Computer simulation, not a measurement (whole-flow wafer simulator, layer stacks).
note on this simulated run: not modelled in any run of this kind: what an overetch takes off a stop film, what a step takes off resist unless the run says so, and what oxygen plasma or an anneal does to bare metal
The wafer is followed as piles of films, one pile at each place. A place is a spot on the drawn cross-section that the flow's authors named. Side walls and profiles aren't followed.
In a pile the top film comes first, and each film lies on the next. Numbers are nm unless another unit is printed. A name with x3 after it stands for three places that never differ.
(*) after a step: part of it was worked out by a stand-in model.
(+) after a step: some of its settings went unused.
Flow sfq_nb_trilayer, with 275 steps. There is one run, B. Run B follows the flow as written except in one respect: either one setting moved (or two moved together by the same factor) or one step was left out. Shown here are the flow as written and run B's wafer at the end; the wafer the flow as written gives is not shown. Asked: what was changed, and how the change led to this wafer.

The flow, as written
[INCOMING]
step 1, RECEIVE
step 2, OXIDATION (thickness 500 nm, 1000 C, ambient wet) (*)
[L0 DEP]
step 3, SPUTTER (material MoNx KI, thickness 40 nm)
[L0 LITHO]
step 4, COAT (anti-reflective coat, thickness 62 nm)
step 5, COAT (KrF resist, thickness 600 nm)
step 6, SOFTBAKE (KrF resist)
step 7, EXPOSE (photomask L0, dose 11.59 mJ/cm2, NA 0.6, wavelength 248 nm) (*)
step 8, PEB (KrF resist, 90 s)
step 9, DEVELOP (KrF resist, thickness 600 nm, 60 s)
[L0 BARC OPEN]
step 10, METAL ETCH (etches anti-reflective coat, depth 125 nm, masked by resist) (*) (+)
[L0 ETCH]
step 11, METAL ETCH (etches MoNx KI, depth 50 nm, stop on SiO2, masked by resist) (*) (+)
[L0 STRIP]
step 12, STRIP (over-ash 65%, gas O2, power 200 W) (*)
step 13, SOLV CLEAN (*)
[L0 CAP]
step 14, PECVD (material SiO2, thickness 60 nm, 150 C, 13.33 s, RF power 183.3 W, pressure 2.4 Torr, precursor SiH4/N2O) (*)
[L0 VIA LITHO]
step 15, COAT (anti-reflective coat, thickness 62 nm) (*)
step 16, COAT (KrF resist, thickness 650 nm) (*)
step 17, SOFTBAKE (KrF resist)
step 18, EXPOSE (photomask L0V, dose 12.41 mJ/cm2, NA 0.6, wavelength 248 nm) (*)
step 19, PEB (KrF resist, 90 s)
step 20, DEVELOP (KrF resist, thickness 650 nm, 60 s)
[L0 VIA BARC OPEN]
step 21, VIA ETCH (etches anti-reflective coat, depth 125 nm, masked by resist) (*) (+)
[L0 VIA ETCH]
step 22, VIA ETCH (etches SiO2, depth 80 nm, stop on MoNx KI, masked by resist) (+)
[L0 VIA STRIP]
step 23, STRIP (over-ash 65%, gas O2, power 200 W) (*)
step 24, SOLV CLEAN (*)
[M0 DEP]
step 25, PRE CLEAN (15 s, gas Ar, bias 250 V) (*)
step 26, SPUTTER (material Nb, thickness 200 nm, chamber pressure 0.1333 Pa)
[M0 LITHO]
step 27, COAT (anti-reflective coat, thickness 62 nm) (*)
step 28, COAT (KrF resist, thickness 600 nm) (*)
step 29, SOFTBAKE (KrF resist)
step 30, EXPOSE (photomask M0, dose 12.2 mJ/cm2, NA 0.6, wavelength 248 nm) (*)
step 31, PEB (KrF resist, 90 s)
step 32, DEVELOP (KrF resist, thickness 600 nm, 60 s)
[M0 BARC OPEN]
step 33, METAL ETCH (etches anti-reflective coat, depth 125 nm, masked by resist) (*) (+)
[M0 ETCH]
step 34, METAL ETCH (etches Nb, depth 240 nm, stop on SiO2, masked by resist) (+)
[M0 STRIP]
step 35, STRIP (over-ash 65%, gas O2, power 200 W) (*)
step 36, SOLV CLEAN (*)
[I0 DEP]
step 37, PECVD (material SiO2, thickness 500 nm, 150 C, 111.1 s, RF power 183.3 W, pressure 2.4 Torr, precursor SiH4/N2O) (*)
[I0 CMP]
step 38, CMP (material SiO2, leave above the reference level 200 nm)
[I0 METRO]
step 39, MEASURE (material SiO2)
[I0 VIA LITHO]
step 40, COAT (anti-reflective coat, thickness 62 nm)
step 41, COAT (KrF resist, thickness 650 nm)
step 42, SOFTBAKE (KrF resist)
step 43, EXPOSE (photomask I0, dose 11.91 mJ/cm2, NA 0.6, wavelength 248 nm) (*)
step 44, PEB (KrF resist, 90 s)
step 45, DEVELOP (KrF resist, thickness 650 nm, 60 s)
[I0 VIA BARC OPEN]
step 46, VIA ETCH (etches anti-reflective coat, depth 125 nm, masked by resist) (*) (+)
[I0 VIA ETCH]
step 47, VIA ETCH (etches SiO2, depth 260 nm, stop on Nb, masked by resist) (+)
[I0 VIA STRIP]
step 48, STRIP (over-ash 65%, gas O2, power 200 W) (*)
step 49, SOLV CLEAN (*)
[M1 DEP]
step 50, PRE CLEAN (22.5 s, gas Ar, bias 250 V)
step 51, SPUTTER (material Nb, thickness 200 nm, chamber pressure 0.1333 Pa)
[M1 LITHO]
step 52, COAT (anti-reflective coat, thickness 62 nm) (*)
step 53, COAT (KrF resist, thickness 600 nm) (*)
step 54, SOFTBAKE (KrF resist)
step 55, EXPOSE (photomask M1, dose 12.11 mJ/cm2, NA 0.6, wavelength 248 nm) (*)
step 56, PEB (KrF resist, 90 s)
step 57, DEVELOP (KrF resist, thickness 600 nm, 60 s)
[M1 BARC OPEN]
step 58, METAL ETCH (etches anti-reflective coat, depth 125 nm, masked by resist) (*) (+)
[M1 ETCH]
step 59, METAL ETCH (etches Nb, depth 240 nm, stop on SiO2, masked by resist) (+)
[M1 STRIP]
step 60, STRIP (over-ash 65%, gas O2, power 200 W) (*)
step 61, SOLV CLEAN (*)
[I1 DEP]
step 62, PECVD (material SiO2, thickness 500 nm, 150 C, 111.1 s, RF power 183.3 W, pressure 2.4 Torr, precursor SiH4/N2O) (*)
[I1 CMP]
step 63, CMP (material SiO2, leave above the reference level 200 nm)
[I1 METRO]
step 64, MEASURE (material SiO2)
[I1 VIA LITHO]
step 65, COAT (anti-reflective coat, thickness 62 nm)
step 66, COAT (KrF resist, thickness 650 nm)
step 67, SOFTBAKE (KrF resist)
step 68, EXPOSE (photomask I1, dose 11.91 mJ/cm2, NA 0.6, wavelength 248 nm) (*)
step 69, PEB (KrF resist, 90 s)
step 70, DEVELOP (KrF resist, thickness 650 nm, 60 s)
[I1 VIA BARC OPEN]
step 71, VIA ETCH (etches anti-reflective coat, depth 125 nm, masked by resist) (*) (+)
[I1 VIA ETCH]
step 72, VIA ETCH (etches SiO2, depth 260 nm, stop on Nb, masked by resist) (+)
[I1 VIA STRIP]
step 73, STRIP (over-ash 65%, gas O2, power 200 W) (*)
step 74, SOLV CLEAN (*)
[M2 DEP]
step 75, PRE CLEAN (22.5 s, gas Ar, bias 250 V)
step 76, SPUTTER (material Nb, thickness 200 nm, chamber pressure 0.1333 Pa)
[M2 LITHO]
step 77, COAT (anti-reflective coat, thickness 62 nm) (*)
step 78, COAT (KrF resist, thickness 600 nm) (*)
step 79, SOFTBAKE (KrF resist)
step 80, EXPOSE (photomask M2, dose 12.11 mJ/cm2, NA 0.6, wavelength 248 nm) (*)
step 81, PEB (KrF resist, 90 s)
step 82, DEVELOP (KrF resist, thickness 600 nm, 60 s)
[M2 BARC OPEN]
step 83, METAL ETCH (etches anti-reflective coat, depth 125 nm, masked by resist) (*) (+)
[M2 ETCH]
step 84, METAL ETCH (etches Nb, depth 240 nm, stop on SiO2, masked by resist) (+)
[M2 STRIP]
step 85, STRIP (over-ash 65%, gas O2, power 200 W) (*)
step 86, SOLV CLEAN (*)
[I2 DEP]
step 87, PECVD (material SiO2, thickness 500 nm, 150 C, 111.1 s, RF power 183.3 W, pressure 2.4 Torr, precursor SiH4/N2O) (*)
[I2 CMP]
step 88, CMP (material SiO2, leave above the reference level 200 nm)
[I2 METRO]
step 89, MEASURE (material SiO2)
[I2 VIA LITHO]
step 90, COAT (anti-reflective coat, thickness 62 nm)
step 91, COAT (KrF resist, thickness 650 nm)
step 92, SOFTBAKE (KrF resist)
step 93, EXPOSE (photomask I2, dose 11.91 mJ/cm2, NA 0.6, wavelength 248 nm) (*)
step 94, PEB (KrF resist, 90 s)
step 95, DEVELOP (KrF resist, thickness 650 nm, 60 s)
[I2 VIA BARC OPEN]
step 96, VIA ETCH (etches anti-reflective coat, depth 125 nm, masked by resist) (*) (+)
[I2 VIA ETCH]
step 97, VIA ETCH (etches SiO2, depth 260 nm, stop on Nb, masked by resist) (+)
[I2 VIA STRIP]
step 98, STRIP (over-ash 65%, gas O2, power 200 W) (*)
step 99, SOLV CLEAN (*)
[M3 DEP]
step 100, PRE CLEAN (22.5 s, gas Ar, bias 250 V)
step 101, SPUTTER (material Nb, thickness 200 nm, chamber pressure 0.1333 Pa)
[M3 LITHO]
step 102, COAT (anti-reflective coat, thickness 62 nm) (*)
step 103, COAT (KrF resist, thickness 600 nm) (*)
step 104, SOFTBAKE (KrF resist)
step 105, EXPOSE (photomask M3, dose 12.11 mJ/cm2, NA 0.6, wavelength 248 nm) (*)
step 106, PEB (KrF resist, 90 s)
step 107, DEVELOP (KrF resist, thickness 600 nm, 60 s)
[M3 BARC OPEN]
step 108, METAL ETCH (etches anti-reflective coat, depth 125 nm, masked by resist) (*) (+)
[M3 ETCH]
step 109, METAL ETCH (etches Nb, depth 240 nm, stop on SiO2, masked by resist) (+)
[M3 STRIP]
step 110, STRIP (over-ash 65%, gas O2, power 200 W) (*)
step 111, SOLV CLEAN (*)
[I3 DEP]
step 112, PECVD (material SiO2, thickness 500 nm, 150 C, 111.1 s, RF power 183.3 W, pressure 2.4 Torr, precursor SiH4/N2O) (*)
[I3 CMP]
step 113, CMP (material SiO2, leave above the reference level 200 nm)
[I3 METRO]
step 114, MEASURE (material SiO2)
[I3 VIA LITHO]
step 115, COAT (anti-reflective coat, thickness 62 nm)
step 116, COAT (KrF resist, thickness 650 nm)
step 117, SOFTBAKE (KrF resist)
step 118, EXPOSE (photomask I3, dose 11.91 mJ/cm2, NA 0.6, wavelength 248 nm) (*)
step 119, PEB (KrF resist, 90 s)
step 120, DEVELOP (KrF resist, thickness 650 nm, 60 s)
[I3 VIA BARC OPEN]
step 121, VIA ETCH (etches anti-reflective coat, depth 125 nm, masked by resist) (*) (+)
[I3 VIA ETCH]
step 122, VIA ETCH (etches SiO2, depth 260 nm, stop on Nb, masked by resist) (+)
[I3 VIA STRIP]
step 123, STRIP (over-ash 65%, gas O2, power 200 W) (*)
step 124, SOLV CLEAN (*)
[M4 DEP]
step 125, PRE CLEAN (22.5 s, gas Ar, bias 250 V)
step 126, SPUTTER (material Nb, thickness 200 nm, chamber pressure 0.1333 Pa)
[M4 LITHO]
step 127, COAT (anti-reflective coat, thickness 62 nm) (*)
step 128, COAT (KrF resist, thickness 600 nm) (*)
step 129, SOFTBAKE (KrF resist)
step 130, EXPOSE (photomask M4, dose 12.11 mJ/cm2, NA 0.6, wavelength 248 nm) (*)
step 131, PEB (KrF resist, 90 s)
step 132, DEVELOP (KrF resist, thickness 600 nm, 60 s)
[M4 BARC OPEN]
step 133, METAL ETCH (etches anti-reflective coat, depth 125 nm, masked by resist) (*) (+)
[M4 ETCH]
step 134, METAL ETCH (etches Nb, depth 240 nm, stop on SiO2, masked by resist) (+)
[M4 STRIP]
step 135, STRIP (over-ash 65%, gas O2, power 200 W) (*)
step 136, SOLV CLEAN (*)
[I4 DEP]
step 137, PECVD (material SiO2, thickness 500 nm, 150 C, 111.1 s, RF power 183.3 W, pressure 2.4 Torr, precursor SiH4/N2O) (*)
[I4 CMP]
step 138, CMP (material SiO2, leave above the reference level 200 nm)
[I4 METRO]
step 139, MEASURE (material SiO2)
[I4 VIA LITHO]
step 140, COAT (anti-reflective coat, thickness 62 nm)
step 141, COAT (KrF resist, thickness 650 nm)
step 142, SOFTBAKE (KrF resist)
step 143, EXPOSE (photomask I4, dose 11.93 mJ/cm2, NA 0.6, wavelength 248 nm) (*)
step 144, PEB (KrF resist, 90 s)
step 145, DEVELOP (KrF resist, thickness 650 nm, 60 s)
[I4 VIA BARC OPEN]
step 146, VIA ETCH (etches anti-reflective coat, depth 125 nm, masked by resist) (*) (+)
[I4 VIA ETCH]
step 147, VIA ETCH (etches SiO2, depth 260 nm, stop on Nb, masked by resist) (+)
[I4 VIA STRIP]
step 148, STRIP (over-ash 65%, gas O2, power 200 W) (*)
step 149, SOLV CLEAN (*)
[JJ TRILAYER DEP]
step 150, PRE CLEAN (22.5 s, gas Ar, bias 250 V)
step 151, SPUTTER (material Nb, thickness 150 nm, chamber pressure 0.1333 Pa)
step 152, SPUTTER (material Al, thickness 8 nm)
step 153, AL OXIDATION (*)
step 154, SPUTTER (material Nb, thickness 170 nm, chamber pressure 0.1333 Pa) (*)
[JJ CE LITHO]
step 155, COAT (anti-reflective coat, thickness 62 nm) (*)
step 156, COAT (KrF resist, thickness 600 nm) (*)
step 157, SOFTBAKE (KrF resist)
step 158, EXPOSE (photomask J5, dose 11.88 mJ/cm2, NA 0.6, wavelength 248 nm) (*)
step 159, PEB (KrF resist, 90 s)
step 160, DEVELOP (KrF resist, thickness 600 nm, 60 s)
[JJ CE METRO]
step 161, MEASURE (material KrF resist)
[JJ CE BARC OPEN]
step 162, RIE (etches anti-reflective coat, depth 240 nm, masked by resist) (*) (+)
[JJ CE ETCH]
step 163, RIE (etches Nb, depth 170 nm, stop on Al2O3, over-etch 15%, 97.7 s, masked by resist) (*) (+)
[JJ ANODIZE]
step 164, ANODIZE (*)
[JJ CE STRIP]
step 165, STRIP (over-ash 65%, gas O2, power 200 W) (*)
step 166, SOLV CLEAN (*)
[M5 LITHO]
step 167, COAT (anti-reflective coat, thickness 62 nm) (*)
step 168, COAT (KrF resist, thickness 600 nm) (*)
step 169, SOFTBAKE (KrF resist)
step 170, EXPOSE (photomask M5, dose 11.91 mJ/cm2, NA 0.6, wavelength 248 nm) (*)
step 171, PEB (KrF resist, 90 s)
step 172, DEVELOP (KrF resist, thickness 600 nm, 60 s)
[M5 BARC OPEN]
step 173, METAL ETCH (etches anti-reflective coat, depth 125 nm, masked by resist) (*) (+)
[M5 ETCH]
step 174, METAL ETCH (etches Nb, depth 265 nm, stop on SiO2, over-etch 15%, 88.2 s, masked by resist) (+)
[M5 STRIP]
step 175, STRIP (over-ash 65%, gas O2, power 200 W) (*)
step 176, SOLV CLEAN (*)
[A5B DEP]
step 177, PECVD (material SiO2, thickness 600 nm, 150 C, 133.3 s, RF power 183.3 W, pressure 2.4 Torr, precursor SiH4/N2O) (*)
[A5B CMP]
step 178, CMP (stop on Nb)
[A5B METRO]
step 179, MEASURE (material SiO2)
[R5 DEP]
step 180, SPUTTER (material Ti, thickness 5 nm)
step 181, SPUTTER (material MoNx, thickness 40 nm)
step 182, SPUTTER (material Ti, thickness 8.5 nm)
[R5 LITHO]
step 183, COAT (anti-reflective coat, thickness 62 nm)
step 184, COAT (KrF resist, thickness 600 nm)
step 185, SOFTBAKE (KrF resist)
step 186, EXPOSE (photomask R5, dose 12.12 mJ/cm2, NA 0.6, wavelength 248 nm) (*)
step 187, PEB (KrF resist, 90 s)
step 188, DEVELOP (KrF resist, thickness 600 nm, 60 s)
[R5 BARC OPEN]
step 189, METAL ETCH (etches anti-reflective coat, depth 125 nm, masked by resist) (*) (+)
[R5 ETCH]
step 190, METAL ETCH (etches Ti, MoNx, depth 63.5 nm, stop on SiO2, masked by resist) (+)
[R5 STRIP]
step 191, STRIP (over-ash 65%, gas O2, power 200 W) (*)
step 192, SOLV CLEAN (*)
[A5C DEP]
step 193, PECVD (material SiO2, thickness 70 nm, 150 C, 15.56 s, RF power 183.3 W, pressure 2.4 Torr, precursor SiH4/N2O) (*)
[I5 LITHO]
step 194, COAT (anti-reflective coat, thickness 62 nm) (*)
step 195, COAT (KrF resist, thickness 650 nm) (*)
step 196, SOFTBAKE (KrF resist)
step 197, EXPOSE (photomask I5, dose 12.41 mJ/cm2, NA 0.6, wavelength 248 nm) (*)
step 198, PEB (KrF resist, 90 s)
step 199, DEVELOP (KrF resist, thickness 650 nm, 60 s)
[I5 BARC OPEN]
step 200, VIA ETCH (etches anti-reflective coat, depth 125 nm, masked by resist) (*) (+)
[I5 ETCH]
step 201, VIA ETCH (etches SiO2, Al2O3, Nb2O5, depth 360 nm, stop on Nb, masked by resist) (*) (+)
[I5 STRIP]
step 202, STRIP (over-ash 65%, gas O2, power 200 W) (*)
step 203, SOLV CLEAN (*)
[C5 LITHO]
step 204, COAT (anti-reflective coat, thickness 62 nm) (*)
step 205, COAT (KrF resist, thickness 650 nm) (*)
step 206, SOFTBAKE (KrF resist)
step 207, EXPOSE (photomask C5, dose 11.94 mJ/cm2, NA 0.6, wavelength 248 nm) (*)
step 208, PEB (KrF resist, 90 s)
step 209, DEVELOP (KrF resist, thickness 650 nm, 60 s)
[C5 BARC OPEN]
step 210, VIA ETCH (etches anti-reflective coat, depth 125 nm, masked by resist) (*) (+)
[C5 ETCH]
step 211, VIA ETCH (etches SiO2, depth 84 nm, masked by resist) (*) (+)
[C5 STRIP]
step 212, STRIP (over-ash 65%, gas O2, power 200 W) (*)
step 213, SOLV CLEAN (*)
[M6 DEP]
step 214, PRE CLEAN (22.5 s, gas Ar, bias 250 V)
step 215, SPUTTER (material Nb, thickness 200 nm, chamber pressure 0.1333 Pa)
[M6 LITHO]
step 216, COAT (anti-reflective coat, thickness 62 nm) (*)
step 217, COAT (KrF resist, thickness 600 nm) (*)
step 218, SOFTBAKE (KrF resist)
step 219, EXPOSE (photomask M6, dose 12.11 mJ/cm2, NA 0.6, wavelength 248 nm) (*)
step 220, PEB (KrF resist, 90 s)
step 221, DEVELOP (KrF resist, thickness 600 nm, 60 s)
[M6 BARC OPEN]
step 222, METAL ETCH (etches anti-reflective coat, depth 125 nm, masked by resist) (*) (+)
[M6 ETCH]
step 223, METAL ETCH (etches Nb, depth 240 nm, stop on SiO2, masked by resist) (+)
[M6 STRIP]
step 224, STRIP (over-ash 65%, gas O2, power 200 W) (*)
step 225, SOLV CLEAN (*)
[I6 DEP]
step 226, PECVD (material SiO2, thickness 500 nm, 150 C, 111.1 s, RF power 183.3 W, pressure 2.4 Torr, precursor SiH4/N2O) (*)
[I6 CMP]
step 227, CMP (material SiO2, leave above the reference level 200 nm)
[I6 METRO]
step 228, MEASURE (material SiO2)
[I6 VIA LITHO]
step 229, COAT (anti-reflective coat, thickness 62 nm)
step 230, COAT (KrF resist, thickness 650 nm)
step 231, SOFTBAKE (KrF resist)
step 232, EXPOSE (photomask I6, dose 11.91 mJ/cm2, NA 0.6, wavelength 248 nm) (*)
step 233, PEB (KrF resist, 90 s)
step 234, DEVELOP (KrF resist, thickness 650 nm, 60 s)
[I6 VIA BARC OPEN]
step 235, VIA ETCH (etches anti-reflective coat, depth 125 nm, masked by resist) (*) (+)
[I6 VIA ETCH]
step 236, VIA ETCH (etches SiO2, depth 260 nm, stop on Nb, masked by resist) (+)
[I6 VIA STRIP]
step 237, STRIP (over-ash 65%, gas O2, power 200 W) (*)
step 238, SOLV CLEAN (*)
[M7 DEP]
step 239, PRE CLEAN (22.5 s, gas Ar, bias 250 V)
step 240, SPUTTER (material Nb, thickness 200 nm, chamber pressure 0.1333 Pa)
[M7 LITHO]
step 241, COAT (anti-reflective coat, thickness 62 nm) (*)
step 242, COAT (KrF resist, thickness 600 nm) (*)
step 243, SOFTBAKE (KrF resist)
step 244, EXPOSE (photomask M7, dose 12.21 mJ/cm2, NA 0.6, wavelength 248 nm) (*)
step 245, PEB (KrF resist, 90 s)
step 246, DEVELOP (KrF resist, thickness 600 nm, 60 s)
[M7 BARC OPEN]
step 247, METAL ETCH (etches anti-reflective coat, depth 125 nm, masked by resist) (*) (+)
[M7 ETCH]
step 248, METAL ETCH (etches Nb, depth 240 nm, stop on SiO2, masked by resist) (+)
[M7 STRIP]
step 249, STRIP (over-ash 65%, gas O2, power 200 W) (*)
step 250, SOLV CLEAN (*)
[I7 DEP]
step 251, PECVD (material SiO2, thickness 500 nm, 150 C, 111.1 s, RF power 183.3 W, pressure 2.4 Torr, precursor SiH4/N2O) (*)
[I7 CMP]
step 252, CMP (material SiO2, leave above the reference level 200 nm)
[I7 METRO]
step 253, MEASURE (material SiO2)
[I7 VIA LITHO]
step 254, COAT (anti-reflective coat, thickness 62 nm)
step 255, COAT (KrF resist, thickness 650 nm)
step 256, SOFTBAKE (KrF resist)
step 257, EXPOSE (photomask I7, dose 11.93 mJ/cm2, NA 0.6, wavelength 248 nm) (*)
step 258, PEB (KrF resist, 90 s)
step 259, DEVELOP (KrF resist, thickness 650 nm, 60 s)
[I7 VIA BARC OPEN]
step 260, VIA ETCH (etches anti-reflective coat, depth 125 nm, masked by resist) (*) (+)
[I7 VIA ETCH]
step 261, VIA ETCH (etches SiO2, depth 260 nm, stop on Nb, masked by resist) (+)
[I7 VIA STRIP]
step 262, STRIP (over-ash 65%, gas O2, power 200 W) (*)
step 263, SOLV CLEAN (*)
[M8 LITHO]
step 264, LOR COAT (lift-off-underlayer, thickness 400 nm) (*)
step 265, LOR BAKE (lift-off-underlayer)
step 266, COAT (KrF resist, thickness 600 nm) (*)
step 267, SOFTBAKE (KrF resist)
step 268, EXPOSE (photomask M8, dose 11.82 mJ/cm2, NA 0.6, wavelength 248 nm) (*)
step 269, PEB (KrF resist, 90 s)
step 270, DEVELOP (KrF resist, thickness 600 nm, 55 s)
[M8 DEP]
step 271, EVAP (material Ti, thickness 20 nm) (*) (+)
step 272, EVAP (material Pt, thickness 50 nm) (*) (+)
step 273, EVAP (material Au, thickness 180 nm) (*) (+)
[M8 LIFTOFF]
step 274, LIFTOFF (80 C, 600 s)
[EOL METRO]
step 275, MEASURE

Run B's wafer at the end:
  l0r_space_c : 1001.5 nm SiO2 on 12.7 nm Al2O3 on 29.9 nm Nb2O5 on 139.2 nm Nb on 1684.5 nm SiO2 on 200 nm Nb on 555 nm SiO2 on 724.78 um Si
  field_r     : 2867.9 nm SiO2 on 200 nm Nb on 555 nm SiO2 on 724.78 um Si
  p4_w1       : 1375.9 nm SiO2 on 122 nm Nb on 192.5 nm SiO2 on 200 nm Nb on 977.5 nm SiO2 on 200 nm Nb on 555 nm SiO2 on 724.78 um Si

Cause: step 126, SPUTTER: thickness 122 nm was run, while the flow as written has thickness 200 nm.
The wafer lets one read it off: p4_w1 has Nb 122, and step 126 as written asks for 200 nm.

The path from the change to this, step by step:
  step 126, SPUTTER (material Nb, thickness 200 nm, chamber pressure 0.1333 Pa)
      field_l, v_sur, via_wl and 102 more: Nb gains 122 (new film) (as written it would have been: Nb gains 200 (new film))
      via_v: Nb gains 100.6 (as written it would have been: Nb gains 165.5)
  step 127, COAT (anti-reflective coat, thickness 62 nm) (*)
      via_v: anti-reflective coat gains 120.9 (new film) (as written it would have been: anti-reflective coat gains 124.8 (new film))
  step 134, METAL ETCH (etches Nb, depth 240 nm, stop on SiO2, masked by resist) (+)
      field_l, be, be_sur and 64 more: Nb loses 122 (all of it) (as written it would have been: Nb loses 200 (all of it))
      v_sur, via_wl, via_w and 36 more: KrF resist loses 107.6 (as written it would have been: KrF resist loses 141.2)
  step 135, STRIP (over-ash 65%, gas O2, power 200 W) (*)
      p4_fl, p4_fm, p4_w1 and 26 more: KrF resist loses 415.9 (all of it), anti-reflective coat loses 62 (all of it) (as written it would have been: KrF resist loses 382.4 (all of it), anti-reflective coat loses 62 (all of it))
      ln_m5, lsp_m, ln_m6: KrF resist loses 415.5 (all of it), anti-reflective coat loses 61.8 (all of it) (as written it would have been: KrF resist loses 381.9 (all of it), anti-reflective coat loses 61.8 (all of it))
      (also at 7 further places)
  step 137, PECVD (material SiO2, thickness 500 nm, 150 C, 111.1 s, RF power 183.3 W, pressure 2.4 Torr, precursor SiH4/N2O) (*)
      p3_s0, p3_s1, p3_s2, p3_s3, p3_s4, p3_s5: SiO2 gains 500 (as written it would have been: SiO2 gains 557.1)
      via_v: SiO2 gains 593.4 (new film) (as written it would have been: SiO2 gains 615 (new film))
  step 138, CMP (material SiO2, leave above the reference level 200 nm)
      field_l, be, be_sur and 55 more: SiO2 loses 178 (as written it would have been: SiO2 loses 100)
      p3_s0, p3_s1, p3_s2, p3_s3, p3_s4, p3_s5: SiO2 loses 178 (as written it would have been: SiO2 loses 157.1)
      (also at 4 further places)
